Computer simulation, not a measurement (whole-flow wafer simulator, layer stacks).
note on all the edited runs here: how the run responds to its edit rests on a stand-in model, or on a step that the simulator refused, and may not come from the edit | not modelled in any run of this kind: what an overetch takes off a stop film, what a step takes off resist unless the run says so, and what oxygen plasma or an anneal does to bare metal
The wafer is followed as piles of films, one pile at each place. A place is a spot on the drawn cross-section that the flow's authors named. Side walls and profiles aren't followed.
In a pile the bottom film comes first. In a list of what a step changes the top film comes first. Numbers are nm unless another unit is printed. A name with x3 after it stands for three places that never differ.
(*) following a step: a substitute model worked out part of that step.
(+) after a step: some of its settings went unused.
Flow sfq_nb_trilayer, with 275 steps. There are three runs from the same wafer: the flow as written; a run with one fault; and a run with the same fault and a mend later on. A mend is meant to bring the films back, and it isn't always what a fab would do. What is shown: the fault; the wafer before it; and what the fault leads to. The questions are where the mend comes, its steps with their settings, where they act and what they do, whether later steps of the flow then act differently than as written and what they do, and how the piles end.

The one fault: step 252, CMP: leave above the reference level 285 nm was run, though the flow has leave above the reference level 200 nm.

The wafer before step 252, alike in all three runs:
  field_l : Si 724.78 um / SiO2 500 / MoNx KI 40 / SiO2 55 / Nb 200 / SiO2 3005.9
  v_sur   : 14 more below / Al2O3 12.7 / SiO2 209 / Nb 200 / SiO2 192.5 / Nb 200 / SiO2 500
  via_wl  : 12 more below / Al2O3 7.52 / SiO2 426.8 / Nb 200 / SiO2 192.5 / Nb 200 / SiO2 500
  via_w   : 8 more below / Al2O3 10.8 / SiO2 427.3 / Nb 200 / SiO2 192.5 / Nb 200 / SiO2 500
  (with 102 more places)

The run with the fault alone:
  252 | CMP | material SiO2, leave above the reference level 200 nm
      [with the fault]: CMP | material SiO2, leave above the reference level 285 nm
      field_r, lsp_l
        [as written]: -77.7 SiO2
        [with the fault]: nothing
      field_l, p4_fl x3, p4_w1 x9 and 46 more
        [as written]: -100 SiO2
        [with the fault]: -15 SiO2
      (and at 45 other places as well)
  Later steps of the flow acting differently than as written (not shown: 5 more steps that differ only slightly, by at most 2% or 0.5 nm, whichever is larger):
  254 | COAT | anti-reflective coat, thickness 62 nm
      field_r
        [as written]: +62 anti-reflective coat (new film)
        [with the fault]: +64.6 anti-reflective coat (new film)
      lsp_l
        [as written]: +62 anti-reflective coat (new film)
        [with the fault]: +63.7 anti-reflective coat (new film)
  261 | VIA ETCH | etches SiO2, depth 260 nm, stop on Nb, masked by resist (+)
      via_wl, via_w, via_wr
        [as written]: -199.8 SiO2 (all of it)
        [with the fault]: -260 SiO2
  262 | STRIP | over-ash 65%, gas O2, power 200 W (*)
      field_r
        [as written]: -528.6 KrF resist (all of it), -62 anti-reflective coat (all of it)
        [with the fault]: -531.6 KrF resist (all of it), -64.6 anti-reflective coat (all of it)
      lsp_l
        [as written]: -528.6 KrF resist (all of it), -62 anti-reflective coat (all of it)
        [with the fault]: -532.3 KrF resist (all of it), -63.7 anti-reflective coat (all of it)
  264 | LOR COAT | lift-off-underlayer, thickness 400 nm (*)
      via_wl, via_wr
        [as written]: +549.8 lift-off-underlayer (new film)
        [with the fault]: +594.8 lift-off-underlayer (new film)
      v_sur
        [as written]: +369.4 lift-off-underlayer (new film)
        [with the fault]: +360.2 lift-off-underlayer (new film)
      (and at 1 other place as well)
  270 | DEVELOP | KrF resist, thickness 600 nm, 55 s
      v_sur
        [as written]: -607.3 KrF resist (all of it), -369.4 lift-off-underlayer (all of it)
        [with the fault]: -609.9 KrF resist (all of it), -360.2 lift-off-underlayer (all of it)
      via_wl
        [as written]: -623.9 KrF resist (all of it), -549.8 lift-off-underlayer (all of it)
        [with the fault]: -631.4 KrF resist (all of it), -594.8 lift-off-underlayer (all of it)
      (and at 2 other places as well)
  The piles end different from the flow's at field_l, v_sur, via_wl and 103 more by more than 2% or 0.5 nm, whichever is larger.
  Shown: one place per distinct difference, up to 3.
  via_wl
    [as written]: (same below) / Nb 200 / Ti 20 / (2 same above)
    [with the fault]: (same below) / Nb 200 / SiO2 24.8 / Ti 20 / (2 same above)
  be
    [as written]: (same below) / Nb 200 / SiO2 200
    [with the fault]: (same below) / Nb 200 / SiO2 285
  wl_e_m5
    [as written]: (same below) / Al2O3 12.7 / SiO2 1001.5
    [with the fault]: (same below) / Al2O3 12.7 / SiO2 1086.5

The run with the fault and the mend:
  After step 259 comes the mend.
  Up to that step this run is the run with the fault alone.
  259a | STRIP | over-ash 65%, gas O2, power 200 W (*)
      field_l, v_sur, via_sp and 81 more
        -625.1 KrF resist (all of it), -62 anti-reflective coat (all of it)
      gap, jj_sur, ce_l and 6 more
        -625 KrF resist (all of it), -62 anti-reflective coat (all of it)
      via_wl, via_w, via_wr
        -62 anti-reflective coat (all of it)
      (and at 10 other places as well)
  259b | CMP | material SiO2, leave above the reference level 200 nm (the flow's step 252, run once more)
      field_l, v_sur, via_wl and 101 more
        -85 SiO2
      field_r, lsp_l
        -77.7 SiO2
  259c | COAT | anti-reflective coat, thickness 62 nm (the flow's step 254, run once more)
      field_l, v_sur, via_wl and 103 more
        +62 anti-reflective coat (new film)
  259d | COAT | KrF resist, thickness 650 nm (the flow's step 255, run once more)
      field_l, v_sur, via_wl and 103 more
        +650 KrF resist (new film)
  259e | SOFTBAKE | KrF resist (the flow's step 256, run once more)
      does not change any film at any place that is followed
  259f | EXPOSE | photomask I7, dose 11.93 mJ/cm2, NA 0.6, wavelength 248 nm (*) (the flow's step 257, run once more)
      does not change any film at any place that is followed
  259g | PEB | KrF resist, 90 s (the flow's step 258, run once more)
      field_l, v_sur, via_wl and 103 more
        -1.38 KrF resist
  259h | DEVELOP | KrF resist, thickness 650 nm, 60 s (the flow's step 259, run once more)
      field_l, v_sur, via_sp and 100 more
        -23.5 KrF resist
      via_wl, via_w, via_wr
        -648.6 KrF resist (all of it)
  None of the later steps of the flow acts differently than as written at any place that is followed.
  By the end, the piles equal the flow's at every place that both follow.
